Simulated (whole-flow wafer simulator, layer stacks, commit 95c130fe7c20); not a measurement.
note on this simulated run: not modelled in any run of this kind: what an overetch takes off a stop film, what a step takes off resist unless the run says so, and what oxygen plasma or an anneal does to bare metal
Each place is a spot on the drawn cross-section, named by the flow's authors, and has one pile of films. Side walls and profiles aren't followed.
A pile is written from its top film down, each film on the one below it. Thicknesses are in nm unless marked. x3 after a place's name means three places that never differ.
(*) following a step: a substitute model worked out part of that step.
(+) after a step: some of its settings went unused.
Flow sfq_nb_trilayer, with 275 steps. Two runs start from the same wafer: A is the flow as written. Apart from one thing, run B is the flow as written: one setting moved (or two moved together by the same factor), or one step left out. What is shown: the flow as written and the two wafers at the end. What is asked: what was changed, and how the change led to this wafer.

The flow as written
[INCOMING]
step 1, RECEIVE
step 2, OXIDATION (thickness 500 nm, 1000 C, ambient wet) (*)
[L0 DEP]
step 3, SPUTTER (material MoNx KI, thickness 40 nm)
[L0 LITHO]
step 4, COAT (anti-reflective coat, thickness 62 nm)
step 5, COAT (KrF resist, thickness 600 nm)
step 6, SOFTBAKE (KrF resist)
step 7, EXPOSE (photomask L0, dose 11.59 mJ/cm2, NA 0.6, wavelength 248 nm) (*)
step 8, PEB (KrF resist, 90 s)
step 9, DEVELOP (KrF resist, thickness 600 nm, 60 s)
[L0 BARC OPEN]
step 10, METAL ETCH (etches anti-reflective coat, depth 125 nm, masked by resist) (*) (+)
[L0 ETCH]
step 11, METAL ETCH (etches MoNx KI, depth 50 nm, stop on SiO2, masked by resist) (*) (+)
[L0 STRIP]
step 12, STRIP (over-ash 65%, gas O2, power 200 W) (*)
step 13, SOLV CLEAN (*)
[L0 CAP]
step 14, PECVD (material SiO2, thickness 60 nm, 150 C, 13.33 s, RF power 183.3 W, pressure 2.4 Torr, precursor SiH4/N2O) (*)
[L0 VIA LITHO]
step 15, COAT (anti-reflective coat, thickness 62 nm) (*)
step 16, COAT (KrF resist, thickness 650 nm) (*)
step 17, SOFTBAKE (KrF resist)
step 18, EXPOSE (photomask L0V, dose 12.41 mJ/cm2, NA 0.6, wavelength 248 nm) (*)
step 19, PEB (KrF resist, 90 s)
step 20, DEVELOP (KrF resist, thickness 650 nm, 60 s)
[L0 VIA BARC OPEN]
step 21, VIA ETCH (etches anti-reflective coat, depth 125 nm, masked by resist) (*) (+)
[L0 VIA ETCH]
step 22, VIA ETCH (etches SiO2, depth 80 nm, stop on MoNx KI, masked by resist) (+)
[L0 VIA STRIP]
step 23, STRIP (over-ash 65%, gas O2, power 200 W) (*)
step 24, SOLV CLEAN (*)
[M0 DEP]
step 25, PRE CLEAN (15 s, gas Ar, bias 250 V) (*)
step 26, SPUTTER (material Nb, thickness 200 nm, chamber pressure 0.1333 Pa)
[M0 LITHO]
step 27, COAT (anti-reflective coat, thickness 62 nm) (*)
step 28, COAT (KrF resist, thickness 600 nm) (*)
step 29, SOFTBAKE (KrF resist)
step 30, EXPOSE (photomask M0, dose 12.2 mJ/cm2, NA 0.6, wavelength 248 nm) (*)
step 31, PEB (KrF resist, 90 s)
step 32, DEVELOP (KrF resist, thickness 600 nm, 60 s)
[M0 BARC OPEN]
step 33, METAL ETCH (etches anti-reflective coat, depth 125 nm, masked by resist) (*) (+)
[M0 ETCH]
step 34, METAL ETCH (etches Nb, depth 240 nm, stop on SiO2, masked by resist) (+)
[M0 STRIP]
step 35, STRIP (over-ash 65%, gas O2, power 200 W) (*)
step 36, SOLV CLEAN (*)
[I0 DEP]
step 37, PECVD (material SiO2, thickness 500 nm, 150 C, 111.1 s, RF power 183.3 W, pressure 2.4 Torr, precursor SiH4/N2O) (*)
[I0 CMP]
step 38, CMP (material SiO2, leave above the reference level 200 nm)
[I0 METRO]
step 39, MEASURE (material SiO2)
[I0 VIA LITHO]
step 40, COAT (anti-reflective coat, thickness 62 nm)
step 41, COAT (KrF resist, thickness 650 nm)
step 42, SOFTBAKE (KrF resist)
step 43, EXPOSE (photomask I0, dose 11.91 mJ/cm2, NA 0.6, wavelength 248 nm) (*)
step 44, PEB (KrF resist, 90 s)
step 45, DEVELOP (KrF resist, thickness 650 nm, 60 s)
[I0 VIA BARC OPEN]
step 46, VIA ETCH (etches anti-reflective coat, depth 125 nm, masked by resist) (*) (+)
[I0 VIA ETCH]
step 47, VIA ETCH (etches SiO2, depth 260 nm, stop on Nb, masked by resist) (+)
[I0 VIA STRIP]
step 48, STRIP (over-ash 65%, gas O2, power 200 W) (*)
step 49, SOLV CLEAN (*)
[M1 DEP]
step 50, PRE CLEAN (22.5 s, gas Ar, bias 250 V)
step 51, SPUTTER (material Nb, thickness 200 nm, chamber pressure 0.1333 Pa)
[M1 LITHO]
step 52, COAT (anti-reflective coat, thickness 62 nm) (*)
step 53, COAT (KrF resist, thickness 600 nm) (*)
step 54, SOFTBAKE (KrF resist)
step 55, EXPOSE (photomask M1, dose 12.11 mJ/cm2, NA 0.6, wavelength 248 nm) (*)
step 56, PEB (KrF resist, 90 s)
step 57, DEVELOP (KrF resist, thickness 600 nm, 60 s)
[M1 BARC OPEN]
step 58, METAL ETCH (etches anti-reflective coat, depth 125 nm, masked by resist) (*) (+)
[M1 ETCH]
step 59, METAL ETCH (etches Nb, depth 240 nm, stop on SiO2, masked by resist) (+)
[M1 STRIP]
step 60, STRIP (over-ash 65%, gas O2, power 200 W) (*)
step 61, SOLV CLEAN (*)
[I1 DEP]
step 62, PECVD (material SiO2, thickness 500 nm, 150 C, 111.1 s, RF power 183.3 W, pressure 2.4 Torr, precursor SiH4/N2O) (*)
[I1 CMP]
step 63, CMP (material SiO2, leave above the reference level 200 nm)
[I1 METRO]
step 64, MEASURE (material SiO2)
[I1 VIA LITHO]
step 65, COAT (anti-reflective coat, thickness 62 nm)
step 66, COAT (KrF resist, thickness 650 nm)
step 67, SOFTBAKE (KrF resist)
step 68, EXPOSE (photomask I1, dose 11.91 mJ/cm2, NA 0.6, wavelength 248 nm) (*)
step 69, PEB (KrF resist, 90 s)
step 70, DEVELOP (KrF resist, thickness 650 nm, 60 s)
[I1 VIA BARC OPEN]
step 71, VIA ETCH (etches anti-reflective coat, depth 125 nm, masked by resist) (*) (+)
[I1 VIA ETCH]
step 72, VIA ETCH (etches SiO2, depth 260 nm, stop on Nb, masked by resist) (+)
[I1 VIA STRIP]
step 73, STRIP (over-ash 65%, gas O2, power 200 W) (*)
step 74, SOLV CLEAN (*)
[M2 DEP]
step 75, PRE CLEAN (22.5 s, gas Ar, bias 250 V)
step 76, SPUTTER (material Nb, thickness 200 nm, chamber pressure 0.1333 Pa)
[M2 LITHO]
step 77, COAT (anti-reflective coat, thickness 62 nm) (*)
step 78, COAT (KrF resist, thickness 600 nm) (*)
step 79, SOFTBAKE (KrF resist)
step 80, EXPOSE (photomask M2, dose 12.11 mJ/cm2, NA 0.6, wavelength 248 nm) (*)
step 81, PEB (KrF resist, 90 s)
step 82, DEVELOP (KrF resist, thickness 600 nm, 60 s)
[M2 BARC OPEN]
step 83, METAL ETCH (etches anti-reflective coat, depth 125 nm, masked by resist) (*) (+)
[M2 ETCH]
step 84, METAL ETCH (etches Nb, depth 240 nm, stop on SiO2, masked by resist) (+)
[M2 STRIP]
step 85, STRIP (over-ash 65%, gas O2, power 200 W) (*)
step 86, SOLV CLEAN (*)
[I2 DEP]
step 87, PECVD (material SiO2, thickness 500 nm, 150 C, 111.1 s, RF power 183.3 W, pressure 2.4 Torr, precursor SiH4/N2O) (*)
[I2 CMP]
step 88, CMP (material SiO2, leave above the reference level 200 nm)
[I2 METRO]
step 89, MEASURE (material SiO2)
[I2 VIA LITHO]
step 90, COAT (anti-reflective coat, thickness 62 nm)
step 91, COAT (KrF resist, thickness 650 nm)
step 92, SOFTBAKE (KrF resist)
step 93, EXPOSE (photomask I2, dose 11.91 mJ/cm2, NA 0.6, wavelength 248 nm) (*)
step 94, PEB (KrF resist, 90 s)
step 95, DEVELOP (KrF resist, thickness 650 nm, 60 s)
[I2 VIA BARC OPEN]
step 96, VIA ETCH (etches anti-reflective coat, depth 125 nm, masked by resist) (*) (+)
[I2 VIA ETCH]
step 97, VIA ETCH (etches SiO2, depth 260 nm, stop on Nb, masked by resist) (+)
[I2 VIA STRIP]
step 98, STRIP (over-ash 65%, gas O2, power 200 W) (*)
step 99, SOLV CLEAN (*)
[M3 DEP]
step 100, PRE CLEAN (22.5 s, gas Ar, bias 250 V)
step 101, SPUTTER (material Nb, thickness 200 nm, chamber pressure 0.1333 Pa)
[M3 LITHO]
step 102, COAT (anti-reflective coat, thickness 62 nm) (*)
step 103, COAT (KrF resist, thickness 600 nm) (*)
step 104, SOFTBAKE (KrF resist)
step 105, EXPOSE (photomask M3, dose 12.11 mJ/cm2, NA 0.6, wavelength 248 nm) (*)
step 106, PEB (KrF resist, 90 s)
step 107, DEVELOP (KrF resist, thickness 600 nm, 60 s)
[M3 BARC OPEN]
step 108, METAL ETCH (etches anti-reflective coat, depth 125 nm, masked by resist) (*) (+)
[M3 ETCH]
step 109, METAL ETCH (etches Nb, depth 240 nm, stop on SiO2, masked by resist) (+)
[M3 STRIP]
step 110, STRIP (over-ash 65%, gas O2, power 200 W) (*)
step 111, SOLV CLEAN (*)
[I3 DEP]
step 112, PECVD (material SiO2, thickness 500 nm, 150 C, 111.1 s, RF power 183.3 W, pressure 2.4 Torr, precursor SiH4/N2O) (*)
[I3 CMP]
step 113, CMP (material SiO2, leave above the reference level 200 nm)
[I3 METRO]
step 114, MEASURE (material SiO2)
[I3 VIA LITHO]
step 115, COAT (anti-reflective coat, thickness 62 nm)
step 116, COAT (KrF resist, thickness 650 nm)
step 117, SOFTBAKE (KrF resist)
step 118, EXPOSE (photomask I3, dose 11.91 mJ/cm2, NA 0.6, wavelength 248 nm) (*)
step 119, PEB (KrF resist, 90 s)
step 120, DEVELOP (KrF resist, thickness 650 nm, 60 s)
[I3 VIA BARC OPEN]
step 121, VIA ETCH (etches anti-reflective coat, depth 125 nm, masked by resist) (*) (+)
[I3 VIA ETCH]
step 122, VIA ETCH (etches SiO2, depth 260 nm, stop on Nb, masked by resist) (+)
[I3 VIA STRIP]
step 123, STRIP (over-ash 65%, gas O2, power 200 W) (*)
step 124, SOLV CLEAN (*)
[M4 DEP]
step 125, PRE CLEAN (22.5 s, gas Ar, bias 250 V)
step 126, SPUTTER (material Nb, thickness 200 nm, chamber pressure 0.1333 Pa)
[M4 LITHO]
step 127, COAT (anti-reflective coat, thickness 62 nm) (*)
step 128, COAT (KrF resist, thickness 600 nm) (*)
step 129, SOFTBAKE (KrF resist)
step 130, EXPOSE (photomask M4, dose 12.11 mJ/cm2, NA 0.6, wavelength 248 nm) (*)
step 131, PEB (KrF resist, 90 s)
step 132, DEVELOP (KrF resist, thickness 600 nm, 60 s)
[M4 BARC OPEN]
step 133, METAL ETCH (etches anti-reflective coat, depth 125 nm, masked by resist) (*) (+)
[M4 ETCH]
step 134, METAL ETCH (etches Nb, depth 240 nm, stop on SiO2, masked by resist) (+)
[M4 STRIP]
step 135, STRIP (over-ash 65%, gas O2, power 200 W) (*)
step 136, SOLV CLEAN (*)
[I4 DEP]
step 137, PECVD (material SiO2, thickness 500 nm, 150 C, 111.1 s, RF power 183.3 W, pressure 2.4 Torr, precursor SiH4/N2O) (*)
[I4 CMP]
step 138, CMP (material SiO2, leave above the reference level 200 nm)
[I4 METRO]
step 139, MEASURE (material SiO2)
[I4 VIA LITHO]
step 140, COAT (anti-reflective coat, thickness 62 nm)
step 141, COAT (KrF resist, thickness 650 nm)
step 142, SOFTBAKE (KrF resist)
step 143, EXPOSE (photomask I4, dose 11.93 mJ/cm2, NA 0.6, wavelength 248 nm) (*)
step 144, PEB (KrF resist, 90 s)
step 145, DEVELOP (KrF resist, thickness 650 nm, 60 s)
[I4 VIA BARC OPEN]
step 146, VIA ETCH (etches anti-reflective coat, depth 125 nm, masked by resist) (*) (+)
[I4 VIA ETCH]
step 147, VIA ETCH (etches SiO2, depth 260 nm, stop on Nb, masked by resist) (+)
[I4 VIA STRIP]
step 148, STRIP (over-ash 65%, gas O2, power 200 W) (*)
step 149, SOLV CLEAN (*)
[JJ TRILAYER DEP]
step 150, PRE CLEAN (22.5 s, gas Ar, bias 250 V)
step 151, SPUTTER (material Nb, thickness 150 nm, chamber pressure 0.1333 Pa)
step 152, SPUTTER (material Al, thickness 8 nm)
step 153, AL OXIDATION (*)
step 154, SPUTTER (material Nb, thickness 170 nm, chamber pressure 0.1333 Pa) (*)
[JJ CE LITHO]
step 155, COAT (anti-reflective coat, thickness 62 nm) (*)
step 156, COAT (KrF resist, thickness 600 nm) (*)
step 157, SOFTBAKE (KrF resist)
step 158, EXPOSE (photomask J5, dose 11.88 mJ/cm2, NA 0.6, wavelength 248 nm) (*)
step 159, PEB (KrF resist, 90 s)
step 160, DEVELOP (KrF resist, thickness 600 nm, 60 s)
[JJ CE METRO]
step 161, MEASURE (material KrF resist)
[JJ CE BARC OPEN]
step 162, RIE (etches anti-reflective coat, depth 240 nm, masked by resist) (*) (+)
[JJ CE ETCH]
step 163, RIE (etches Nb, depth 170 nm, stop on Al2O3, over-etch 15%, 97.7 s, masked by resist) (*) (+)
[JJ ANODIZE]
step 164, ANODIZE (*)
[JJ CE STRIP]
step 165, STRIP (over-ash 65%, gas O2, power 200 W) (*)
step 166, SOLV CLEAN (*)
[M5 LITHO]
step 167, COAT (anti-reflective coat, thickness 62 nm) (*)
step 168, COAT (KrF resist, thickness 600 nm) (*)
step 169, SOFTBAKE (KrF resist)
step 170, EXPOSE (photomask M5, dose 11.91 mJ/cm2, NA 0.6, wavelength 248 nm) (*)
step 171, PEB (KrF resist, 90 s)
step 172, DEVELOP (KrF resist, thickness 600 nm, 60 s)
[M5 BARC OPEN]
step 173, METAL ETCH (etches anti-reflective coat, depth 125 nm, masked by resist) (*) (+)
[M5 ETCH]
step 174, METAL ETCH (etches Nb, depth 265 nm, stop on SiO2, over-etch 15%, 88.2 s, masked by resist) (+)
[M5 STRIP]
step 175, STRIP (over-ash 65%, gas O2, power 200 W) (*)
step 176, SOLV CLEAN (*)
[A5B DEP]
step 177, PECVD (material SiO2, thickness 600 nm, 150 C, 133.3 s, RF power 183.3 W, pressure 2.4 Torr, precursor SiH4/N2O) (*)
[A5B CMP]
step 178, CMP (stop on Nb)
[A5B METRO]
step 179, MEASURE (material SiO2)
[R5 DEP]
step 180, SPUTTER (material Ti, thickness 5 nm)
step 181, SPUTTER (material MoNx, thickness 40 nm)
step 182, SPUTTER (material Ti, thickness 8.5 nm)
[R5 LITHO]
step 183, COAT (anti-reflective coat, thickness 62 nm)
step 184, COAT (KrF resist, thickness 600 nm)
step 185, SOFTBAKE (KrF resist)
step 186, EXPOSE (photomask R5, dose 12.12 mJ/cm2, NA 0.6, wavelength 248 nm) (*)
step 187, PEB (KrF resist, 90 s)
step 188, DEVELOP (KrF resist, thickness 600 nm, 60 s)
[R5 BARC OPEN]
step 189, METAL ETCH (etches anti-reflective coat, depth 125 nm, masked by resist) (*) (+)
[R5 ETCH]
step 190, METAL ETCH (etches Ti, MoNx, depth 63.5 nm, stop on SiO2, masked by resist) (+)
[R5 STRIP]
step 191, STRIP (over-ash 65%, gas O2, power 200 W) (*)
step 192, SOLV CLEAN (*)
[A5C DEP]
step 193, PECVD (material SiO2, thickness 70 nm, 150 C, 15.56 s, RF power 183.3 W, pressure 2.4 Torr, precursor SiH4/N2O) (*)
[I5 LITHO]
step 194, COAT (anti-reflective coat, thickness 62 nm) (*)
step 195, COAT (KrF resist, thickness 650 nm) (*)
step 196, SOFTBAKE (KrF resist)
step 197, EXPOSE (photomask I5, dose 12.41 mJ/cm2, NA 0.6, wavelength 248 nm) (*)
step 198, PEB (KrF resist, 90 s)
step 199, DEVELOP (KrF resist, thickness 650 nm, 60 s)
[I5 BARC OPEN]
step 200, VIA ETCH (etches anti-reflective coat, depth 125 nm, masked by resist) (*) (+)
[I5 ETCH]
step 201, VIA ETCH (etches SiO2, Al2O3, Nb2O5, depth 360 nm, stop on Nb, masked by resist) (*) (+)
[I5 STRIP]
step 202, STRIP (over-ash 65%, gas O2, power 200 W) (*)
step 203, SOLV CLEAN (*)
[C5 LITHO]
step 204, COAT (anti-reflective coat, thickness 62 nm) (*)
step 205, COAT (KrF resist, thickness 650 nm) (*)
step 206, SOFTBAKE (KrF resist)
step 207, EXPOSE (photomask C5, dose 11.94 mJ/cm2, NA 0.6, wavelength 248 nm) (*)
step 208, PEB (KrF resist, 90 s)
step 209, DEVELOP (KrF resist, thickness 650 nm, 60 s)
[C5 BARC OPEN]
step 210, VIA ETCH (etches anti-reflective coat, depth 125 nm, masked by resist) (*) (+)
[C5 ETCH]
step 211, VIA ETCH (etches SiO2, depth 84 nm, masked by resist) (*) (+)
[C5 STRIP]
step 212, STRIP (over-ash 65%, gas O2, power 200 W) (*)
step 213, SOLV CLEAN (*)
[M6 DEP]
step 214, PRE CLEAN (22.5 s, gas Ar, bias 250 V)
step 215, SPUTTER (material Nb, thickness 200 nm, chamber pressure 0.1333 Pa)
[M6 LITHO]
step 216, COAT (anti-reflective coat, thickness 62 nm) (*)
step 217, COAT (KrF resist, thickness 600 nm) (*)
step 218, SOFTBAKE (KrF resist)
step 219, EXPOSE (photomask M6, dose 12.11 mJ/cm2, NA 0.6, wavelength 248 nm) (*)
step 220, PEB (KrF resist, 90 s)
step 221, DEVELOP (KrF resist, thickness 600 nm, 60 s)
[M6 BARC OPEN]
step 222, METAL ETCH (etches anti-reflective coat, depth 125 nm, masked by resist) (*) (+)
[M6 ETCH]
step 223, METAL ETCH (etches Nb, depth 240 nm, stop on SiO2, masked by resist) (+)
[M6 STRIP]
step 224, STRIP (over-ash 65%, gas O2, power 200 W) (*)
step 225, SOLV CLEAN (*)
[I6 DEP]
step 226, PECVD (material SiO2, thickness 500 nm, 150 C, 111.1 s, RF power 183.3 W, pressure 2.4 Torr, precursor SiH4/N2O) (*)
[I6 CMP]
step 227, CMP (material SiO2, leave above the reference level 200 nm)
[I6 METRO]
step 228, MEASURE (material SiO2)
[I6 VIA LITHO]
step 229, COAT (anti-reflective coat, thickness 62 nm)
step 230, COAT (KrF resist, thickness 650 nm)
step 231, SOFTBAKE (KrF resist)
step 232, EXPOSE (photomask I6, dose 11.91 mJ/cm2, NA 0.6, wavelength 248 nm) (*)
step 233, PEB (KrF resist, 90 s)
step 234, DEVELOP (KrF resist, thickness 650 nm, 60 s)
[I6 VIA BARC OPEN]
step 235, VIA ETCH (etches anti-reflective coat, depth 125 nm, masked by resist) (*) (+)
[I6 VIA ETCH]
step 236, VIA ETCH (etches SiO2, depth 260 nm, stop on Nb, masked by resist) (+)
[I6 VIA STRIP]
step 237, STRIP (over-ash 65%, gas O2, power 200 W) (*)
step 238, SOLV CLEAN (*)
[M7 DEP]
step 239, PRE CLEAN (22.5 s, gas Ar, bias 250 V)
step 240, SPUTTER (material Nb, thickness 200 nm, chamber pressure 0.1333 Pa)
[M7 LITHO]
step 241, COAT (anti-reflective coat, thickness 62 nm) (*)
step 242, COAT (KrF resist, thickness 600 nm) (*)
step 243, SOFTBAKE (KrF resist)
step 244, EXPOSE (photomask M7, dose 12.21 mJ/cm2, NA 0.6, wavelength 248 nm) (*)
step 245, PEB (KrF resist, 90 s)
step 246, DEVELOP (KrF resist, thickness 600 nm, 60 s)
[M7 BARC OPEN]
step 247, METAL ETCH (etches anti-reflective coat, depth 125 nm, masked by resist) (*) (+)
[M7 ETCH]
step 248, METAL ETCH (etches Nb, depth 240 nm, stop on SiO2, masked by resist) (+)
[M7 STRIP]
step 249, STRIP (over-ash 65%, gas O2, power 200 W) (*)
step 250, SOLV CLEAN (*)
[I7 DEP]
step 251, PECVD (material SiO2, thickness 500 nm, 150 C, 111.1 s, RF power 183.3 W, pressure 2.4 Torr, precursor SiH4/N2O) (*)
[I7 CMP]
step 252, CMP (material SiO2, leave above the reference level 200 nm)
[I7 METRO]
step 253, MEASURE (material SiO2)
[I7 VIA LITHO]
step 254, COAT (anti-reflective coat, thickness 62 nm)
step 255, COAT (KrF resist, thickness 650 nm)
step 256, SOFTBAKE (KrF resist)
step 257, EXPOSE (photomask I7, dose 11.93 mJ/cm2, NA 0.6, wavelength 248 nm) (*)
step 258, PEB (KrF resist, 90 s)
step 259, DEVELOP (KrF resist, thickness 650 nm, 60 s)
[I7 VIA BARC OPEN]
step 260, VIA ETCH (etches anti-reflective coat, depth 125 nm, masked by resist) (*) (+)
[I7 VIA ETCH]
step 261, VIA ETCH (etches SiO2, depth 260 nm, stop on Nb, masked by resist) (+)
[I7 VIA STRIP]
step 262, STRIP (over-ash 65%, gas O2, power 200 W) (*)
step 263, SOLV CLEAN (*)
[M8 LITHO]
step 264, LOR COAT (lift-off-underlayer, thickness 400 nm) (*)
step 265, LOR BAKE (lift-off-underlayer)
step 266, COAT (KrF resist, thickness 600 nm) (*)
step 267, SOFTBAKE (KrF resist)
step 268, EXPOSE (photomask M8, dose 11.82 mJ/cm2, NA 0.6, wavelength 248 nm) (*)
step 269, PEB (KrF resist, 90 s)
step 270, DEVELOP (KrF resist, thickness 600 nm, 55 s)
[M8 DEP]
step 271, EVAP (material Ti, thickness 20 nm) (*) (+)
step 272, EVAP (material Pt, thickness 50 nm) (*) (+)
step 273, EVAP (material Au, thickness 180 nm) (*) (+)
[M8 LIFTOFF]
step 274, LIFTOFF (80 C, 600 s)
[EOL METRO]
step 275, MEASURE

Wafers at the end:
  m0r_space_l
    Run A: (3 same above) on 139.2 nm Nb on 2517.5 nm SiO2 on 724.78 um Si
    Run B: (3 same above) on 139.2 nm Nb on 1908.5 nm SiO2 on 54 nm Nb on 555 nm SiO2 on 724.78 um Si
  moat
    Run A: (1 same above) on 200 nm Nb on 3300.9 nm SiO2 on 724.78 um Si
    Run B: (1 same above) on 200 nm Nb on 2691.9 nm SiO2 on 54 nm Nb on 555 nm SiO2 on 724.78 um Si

What caused this: step 34, METAL ETCH: depth 146 nm was run, though the flow has depth 240 nm.

The path from the change to this, step by step:
  step 34, METAL ETCH (etches Nb, depth 240 nm, stop on SiO2, masked by resist) (+)
      moat, m0r_space_l, m0r_space_r: A Nb loses 200 (all of it) | B Nb loses 146
      field_l, v_sur, via_wl and 100 more: A KrF resist loses 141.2 | B KrF resist loses 85.9
  step 35, STRIP (over-ash 65%, gas O2, power 200 W) (*)
      p4_fl, p4_fm, p4_w1 and 68 more: A KrF resist loses 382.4 (all of it), anti-reflective coat loses 62 (all of it) | B KrF resist loses 437.7 (all of it), anti-reflective coat loses 62 (all of it)
      c5j, ce_r, sp_r, be_r, r_sur, res: A KrF resist loses 389 (all of it), anti-reflective coat loses 63.6 (all of it) | B KrF resist loses 444.3 (all of it), anti-reflective coat loses 63.6 (all of it)
      (and at 26 other places as well)
  step 37, PECVD (material SiO2, thickness 500 nm, 150 C, 111.1 s, RF power 183.3 W, pressure 2.4 Torr, precursor SiH4/N2O) (*)
      moat, m0r_space_l, m0r_space_r: A SiO2 gains 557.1 | B SiO2 gains 503.1 (new film)
With metal films that touch counted as one body, m0r_space_l has 2 bodies (between them, from the top down: SiO2 1908.5); the flow as written gives 1 body.
With metal films that touch counted as one body, moat has 2 bodies (between them, from the top down: SiO2 2691.9); the flow as written gives 1 body.
